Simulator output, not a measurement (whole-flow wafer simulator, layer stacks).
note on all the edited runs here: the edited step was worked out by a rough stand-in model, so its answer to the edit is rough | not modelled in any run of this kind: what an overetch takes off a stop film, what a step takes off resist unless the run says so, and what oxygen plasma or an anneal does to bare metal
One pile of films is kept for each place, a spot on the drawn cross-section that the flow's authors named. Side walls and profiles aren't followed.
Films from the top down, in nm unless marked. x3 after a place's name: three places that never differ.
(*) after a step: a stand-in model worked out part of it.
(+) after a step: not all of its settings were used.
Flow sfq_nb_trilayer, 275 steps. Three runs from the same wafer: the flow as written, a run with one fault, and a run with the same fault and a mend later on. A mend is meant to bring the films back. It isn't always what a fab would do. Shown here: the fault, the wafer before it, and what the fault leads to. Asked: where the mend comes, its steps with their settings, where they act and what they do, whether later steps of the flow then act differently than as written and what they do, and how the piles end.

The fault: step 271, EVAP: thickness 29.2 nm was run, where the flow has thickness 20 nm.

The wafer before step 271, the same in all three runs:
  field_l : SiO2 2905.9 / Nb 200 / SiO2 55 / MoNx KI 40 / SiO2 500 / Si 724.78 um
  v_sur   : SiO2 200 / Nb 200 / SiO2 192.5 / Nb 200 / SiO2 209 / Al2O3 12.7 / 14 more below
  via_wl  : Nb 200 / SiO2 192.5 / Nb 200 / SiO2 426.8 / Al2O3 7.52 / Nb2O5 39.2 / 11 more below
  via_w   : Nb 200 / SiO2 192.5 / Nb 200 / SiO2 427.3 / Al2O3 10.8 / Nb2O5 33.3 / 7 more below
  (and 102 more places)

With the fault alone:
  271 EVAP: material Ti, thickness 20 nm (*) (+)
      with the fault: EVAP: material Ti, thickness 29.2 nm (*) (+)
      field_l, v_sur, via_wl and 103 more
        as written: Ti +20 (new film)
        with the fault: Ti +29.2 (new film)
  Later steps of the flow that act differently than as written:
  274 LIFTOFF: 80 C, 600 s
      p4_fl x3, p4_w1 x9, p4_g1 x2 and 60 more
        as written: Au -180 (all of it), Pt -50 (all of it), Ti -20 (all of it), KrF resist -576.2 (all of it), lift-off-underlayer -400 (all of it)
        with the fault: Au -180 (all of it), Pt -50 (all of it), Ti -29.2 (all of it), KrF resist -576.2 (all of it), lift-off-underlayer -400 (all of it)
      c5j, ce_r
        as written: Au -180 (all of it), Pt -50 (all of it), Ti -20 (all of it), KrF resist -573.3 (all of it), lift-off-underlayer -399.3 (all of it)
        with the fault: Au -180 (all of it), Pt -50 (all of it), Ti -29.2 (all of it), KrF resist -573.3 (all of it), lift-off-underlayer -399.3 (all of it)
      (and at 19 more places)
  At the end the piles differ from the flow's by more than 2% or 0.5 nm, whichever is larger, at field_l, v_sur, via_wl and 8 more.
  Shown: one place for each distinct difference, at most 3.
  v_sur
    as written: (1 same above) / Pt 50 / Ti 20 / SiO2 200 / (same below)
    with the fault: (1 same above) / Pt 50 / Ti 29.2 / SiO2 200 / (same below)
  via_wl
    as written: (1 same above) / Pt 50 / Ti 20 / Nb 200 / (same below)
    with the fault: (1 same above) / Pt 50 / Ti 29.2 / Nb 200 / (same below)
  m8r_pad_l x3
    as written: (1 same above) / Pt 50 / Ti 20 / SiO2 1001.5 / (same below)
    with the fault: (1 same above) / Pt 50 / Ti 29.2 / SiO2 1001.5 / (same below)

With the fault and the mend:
  The mend comes after step 271.
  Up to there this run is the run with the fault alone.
  271a METAL ETCH: etches Ti, MoNx, depth 9.2 nm (the flow's step 190 once more, with other settings)
      field_l, v_sur, via_wl and 103 more
        Ti -9.2
  No later step of the flow acts differently than as written at any place that is followed.
  At the end the piles are the same as the flow's at every place that both follow.
